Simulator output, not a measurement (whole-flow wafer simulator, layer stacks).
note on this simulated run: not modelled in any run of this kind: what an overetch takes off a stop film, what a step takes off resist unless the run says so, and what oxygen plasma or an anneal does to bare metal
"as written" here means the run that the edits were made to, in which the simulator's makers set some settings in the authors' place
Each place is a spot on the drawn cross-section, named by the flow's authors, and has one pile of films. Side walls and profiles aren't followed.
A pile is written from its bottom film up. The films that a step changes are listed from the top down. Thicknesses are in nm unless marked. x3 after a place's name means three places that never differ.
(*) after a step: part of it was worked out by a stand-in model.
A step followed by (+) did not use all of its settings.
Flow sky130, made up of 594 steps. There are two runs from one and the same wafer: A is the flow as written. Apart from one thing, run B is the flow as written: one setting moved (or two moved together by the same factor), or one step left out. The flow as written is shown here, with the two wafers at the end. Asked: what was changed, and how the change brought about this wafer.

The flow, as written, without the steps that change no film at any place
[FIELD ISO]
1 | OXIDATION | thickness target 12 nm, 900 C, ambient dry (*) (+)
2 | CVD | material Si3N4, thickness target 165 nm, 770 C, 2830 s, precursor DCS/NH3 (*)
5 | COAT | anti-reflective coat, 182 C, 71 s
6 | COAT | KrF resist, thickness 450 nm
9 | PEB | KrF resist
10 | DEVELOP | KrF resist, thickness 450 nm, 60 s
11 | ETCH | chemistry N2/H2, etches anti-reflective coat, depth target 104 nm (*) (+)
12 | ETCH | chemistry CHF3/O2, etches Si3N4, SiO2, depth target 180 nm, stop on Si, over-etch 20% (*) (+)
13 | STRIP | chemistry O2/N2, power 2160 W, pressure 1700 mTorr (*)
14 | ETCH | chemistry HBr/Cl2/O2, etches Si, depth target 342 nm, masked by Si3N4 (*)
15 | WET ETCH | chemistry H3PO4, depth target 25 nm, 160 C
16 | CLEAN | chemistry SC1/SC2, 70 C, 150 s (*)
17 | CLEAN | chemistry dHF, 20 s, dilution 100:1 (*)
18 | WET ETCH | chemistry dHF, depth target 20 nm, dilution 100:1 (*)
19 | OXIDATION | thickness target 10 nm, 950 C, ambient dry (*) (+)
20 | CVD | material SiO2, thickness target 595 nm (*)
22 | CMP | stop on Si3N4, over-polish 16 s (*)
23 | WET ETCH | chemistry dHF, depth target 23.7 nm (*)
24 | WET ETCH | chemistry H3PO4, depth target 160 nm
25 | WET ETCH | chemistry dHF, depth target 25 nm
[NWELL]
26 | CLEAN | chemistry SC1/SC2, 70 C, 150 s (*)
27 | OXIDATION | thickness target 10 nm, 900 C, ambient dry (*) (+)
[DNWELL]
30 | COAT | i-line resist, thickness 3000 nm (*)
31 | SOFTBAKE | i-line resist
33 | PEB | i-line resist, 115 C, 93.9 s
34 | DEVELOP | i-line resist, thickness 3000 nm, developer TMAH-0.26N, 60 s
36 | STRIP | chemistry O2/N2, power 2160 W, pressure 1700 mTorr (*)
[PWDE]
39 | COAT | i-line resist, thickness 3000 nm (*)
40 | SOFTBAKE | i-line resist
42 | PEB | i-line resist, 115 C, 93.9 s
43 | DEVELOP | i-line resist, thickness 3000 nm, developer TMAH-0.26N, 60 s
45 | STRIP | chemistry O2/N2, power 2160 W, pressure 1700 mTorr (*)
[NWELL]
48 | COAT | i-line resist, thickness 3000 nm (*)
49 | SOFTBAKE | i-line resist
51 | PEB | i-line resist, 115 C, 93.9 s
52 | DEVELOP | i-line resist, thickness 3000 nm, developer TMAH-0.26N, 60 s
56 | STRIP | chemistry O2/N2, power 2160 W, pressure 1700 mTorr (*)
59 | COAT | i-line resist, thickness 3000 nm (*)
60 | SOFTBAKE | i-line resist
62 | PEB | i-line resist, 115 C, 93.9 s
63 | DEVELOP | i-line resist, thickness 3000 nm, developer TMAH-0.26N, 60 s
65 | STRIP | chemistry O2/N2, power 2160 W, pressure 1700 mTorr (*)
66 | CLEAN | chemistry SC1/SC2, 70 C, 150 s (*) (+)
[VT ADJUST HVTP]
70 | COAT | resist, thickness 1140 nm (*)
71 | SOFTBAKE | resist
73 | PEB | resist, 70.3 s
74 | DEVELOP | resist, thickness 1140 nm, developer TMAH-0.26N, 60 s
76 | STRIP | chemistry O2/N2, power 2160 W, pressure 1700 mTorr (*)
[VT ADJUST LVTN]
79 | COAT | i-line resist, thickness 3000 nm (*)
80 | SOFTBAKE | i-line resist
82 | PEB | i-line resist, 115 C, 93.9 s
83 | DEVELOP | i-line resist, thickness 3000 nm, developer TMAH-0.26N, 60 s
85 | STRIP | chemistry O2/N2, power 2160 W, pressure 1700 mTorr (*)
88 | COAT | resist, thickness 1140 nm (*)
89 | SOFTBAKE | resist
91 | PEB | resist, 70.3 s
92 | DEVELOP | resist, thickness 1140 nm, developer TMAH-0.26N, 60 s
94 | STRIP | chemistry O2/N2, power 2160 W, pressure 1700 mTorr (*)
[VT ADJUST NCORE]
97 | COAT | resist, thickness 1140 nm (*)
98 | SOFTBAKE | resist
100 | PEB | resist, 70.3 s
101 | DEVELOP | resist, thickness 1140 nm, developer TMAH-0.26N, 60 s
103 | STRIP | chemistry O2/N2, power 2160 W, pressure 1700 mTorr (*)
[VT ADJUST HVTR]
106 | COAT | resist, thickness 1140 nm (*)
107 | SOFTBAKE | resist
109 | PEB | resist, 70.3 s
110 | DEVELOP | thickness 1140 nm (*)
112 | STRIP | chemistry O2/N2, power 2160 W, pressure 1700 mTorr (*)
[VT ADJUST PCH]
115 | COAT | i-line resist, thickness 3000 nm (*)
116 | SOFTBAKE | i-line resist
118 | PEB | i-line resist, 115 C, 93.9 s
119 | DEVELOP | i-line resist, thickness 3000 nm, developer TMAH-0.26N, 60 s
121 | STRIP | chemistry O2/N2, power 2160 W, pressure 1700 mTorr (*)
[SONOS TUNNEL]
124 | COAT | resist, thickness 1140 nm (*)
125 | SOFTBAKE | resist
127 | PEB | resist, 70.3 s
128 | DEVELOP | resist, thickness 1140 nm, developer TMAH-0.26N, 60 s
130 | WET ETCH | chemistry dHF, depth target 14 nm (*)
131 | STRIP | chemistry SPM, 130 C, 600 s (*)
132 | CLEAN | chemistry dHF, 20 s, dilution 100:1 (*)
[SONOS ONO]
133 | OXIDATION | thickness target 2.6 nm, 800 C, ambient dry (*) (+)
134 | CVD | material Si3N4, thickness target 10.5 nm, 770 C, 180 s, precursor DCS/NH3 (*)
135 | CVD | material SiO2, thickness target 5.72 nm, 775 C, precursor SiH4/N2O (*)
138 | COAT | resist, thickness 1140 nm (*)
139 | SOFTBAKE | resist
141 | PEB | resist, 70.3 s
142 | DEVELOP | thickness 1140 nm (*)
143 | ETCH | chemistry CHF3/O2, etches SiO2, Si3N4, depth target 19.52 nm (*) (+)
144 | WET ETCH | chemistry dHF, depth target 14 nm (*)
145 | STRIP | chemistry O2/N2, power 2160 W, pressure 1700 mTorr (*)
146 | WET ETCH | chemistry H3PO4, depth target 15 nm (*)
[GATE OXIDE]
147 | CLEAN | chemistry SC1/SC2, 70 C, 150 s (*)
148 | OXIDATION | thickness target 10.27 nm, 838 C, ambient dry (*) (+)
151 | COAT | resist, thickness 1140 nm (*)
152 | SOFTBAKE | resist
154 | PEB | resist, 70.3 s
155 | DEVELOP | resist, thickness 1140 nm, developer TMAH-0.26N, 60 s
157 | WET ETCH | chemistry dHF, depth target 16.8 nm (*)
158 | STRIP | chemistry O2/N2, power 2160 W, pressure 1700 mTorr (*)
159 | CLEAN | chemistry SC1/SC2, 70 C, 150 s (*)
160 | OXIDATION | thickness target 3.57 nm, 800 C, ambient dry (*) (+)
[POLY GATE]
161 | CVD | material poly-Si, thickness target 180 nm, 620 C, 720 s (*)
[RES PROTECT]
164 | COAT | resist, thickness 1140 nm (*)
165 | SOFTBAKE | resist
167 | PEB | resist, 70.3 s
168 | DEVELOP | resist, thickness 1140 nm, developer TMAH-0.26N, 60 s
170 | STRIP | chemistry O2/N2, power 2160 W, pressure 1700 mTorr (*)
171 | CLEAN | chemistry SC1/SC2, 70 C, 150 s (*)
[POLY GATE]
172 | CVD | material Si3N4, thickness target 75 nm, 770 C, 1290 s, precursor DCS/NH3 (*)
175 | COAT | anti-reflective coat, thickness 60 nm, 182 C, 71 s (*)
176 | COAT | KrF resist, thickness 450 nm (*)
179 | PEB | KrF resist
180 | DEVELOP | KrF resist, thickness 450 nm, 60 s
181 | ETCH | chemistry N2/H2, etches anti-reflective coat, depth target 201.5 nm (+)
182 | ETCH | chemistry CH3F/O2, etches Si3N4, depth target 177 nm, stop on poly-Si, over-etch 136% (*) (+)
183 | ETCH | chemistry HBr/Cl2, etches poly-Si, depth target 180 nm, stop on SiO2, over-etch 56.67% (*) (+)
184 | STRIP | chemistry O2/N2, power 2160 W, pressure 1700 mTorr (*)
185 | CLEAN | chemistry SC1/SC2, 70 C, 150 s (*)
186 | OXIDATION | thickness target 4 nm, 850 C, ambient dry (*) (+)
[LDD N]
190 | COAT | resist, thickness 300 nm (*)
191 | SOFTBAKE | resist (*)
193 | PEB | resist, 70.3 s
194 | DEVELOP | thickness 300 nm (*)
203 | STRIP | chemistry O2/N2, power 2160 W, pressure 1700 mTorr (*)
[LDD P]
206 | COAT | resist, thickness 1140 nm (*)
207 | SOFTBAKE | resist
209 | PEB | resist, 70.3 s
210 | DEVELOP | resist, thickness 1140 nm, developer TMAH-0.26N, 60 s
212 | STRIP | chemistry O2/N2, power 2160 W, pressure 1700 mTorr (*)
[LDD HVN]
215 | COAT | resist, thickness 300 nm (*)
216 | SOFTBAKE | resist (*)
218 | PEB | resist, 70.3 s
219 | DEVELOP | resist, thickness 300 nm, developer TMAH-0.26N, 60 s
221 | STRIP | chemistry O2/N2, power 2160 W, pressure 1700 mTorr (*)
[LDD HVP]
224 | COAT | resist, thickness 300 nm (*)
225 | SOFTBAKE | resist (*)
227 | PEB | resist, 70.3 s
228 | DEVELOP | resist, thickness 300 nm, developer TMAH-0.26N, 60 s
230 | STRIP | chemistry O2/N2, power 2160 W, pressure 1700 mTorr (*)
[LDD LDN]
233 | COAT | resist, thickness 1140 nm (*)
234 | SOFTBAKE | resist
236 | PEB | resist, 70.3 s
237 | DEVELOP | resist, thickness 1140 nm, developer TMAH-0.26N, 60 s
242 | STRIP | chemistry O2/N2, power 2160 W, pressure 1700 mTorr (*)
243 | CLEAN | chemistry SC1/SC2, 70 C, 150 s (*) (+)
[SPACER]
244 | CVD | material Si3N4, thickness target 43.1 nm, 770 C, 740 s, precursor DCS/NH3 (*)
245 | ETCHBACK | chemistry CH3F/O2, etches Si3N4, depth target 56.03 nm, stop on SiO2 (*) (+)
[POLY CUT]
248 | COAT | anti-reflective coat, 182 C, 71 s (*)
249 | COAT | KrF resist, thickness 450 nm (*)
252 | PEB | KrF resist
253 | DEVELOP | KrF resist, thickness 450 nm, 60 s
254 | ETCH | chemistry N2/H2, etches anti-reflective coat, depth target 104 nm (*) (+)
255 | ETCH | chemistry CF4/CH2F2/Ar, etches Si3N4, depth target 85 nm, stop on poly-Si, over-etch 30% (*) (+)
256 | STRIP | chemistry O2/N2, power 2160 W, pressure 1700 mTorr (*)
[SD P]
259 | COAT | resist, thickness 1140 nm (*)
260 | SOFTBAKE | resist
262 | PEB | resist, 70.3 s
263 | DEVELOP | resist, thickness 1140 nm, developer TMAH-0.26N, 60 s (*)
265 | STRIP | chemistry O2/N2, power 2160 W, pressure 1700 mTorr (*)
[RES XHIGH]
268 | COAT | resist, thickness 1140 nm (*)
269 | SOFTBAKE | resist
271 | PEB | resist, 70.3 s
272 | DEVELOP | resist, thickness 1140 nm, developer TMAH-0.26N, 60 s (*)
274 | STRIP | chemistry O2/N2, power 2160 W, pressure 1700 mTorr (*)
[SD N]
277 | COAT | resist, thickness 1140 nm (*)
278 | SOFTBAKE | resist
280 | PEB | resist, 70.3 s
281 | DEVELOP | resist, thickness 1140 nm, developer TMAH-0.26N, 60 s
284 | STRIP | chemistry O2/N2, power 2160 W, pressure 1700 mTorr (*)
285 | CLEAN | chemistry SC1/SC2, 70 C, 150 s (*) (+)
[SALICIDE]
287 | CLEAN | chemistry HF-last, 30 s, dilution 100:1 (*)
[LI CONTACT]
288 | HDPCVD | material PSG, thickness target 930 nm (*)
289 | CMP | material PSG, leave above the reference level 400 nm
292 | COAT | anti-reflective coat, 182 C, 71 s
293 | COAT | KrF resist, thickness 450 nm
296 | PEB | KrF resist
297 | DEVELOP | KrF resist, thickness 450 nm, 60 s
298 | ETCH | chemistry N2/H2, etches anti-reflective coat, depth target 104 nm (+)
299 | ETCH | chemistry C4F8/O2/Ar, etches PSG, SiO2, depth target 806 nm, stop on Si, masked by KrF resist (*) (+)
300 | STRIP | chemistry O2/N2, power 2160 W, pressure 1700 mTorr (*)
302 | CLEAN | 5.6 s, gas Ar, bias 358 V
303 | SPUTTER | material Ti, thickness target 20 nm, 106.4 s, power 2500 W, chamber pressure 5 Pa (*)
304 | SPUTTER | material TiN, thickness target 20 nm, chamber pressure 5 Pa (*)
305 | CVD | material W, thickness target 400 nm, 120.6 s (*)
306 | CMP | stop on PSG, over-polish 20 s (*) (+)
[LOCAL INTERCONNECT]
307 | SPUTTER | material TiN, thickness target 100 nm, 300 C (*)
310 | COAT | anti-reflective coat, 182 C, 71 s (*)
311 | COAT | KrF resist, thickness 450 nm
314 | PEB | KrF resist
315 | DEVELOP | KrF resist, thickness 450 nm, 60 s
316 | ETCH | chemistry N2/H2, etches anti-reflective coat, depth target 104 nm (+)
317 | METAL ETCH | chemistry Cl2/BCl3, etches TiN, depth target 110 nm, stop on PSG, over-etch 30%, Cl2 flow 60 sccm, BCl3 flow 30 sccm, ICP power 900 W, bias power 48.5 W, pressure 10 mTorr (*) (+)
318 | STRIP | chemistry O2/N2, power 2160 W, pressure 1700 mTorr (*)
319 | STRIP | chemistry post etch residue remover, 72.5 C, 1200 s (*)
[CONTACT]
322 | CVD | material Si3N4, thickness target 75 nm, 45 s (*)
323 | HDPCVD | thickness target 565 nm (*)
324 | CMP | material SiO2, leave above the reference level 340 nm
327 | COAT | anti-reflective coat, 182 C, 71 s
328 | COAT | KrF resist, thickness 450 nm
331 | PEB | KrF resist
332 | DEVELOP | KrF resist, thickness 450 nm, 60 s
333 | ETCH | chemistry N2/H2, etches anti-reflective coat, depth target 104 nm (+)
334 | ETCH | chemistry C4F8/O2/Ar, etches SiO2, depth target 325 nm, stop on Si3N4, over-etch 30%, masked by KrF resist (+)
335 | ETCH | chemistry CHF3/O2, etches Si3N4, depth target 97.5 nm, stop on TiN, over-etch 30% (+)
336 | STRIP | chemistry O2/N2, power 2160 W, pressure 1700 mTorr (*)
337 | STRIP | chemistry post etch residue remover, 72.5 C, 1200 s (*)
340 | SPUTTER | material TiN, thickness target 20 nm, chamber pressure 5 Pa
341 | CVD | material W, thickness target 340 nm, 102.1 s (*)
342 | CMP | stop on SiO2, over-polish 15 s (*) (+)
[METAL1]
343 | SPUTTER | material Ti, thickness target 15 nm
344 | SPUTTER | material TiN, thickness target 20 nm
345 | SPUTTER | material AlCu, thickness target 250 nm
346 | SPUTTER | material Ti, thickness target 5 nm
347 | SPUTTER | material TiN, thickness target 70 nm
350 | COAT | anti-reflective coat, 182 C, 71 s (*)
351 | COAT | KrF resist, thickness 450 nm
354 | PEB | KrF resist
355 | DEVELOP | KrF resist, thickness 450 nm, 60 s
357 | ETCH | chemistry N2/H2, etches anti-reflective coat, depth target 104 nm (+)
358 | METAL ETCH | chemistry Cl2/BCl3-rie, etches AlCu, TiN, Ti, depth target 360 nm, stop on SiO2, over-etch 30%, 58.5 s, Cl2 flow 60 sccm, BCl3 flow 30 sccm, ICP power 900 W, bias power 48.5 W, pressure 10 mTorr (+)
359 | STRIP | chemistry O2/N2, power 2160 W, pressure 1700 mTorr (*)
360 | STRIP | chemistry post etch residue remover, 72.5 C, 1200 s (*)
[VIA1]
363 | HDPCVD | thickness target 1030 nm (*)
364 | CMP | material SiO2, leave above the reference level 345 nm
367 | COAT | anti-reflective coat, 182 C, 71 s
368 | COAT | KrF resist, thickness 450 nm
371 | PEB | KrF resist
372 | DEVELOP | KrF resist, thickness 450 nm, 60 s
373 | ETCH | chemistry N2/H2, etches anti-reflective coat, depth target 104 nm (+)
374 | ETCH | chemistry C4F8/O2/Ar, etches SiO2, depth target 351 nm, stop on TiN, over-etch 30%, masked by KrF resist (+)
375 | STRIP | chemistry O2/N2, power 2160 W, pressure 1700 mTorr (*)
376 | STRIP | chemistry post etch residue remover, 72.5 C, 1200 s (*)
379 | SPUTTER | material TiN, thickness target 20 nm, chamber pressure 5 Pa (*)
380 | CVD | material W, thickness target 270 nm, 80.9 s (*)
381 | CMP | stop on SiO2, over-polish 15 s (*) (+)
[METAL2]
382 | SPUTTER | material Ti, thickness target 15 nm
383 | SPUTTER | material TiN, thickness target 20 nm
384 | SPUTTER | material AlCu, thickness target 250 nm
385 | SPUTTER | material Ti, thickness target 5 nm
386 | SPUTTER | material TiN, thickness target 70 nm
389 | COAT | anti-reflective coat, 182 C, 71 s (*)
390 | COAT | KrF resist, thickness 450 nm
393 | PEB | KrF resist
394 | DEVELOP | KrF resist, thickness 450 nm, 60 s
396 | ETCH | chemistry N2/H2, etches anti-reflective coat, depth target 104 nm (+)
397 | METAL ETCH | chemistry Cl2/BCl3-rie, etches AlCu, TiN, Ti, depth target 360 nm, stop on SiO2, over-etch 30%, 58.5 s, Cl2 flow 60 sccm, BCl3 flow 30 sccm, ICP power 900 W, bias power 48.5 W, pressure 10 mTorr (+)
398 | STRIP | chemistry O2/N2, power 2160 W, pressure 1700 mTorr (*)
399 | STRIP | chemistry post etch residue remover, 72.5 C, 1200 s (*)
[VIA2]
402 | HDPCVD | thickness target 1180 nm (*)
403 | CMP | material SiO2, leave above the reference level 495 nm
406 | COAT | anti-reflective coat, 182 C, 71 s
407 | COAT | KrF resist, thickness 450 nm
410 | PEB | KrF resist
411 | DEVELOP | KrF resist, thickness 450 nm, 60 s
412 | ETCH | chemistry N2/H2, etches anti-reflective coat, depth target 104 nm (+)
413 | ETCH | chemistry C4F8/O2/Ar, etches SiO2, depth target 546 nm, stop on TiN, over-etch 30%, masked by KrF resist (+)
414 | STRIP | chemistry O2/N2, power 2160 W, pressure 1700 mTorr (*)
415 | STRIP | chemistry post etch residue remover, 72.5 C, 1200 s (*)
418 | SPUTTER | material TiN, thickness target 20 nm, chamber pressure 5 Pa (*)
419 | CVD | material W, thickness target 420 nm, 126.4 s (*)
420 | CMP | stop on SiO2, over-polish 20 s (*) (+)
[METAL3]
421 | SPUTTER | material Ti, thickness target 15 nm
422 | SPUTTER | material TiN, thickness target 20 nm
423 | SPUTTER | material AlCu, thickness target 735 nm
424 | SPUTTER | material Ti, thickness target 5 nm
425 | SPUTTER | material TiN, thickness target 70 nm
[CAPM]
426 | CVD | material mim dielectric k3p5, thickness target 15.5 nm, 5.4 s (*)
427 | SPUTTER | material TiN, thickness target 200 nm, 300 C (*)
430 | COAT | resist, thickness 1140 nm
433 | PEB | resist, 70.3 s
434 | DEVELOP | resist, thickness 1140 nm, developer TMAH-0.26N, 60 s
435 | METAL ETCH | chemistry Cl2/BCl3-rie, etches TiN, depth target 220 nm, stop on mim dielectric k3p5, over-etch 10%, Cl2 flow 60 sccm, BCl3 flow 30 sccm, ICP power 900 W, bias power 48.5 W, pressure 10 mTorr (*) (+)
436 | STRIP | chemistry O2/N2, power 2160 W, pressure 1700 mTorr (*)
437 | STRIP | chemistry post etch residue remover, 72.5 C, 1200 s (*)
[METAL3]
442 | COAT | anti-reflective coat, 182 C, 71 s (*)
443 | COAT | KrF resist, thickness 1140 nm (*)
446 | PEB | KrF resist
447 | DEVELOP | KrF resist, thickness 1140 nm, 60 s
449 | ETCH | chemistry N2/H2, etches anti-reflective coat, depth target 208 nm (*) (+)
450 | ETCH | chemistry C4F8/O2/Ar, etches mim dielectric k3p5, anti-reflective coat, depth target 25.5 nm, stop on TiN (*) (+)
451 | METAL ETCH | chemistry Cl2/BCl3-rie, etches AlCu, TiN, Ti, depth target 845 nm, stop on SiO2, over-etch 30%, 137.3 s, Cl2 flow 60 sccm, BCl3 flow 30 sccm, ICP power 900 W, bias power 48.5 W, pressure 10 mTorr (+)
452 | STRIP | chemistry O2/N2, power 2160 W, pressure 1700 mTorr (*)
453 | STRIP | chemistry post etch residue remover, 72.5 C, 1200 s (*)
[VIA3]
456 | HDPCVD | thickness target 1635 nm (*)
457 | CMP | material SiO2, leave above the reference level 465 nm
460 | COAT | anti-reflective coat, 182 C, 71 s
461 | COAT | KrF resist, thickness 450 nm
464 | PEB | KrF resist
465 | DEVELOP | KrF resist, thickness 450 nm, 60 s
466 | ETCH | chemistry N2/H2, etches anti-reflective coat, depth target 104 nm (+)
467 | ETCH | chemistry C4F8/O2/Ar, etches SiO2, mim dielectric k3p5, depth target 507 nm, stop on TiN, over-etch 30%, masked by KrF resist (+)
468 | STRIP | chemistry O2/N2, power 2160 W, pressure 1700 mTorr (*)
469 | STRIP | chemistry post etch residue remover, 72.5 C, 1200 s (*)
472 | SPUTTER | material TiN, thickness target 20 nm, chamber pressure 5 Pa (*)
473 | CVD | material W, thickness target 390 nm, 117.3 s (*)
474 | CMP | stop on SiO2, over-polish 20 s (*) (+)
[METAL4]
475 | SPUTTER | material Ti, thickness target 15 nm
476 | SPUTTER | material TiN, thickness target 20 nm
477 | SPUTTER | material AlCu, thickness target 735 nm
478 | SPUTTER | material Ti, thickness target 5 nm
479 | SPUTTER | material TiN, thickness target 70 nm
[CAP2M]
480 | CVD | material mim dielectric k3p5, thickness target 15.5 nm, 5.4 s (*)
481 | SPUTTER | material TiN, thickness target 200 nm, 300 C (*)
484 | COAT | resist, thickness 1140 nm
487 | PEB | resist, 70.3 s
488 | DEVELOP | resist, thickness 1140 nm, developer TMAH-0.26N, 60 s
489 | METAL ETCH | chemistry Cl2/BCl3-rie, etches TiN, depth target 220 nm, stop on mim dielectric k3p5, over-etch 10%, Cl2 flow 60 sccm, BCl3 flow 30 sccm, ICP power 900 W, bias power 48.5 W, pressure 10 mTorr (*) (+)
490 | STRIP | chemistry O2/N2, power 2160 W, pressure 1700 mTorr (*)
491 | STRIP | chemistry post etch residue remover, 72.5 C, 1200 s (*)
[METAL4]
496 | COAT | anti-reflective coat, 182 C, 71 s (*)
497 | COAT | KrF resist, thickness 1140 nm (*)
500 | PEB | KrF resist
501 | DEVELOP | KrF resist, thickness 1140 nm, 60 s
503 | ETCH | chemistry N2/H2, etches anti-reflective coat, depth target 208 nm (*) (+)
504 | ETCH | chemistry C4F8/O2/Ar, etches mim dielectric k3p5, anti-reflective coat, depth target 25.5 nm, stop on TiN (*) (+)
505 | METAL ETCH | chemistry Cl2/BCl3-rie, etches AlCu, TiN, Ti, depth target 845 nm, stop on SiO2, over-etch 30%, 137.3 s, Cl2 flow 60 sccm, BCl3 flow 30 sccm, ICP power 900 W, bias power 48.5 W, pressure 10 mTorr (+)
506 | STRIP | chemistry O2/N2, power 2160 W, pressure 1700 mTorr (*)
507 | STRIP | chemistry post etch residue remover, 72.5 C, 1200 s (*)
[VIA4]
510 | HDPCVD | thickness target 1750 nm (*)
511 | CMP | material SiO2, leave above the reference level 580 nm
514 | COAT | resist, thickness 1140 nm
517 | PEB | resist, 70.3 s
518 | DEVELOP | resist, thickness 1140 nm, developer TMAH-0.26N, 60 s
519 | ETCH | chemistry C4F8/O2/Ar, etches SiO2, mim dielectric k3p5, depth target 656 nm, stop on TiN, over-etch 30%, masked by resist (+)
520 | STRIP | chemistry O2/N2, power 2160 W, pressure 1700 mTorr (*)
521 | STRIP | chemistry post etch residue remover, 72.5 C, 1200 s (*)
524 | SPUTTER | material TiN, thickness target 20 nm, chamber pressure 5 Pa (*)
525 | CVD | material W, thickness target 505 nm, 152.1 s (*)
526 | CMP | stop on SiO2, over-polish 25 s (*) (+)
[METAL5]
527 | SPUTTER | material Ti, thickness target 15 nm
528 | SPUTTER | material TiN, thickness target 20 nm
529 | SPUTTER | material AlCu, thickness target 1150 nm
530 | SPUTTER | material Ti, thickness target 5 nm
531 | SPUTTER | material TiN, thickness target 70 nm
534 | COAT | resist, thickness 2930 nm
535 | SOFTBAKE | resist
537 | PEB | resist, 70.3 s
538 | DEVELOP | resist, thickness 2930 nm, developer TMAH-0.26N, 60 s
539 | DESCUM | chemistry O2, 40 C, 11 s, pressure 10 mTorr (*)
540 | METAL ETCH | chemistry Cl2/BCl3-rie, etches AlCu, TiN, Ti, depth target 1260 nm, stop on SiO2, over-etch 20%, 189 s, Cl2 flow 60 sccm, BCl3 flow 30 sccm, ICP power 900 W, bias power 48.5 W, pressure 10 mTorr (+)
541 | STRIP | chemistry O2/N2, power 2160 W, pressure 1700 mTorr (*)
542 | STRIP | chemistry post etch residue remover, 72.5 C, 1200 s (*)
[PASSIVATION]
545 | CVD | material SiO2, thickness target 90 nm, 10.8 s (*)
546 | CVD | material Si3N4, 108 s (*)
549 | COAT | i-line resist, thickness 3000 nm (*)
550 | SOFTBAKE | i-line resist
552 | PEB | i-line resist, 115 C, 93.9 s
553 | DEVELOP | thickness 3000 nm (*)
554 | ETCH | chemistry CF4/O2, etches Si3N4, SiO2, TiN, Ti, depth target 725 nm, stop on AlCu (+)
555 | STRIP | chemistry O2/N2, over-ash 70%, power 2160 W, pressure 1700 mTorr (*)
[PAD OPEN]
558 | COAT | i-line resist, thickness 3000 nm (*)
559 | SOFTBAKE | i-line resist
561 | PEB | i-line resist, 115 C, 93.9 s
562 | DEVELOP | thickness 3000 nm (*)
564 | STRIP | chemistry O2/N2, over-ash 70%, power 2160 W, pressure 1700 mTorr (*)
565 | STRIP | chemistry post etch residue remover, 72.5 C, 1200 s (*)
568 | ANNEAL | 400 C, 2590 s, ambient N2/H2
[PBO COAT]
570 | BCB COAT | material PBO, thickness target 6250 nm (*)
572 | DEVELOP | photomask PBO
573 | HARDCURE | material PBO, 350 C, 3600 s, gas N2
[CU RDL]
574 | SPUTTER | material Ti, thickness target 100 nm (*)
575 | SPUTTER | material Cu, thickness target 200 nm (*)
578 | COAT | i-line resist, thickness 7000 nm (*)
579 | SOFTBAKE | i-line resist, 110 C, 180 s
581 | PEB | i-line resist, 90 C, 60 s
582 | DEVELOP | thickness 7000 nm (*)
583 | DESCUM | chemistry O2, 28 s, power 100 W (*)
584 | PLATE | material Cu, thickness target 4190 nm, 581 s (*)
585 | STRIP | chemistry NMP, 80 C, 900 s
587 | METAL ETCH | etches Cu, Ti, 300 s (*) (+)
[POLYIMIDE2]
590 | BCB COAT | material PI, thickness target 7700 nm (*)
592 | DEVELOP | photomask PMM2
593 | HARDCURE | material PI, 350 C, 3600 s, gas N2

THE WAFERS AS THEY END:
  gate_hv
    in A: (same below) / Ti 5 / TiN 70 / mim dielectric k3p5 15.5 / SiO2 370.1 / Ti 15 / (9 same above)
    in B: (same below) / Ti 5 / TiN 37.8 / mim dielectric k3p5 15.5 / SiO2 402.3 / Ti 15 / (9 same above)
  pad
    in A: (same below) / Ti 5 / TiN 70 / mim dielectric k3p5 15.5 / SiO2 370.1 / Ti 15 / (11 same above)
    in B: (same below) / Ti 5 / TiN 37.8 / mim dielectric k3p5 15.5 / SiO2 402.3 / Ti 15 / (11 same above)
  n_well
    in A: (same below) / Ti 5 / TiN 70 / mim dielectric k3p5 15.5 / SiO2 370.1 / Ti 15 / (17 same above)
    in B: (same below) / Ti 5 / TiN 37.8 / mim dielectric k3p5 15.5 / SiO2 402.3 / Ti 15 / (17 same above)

Cause: step 425, SPUTTER: thickness target 37.8 nm was run, whereas the flow has thickness target 70 nm.
The wafer lets one read it off: gate_hv has TiN 37.8, and step 425 as written asks for 70 nm.

The path from the change to this, step by step:
  425 | SPUTTER | material TiN, thickness target 70 nm
      field, active, n_well and 188 more: A TiN gains 70 (new film) | B TiN gains 37.8 (new film)
  451 | METAL ETCH | chemistry Cl2/BCl3-rie, etches AlCu, TiN, Ti, depth target 845 nm, stop on SiO2, over-etch 30%, 137.3 s, Cl2 flow 60 sccm, BCl3 flow 30 sccm, ICP power 900 W, bias power 48.5 W, pressure 10 mTorr (+)
      field, gate, spacer and 68 more: A TiN loses 70 (all of it), Ti loses 5 (all of it), AlCu loses 735 (all of it), TiN loses 20 (all of it), Ti loses 15 (all of it), SiO2 loses 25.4 | B TiN loses 37.8 (all of it), Ti loses 5 (all of it), AlCu loses 735 (all of it), TiN loses 20 (all of it), Ti loses 15 (all of it), SiO2 loses 28.6
      active, vpp_ln, vpp_iso2 and 11 more: A TiN loses 70 (all of it), Ti loses 5 (all of it), AlCu loses 735 (all of it), TiN loses 20 (all of it), Ti loses 15 (all of it), SiO2 loses 25.3 | B TiN loses 37.8 (all of it), Ti loses 5 (all of it), AlCu loses 735 (all of it), TiN loses 20 (all of it), Ti loses 15 (all of it), SiO2 loses 28.6
  457 | CMP | material SiO2, leave above the reference level 465 nm
      n_well, p_well, gate_hv and 99 more: A SiO2 loses 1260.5 | B SiO2 loses 1228.3
      mim, mim_edge_plate_strap, mim_edge_plate: A SiO2 loses 1459.7 | B SiO2 loses 1427.5
      (and at 2 other places as well)
  467 | ETCH | chemistry C4F8/O2/Ar, etches SiO2, mim dielectric k3p5, depth target 507 nm, stop on TiN, over-etch 30%, masked by KrF resist (+)
      m1: A SiO2 loses 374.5 (all of it), mim dielectric k3p5 loses 15.5 (all of it) | B SiO2 loses 406.7 (all of it), mim dielectric k3p5 loses 15.5 (all of it)
      via3_hole: A SiO2 loses 373.9 (all of it), mim dielectric k3p5 loses 15.5 (all of it) | B SiO2 loses 406.1 (all of it), mim dielectric k3p5 loses 15.5 (all of it)
  473 | CVD | material W, thickness target 390 nm, 117.3 s (*)
      m1: A W gains 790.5 (new film) | B W gains 823.1 (new film)
      via3_hole: A W gains 789.9 (new film) | B W gains 822.5 (new film)
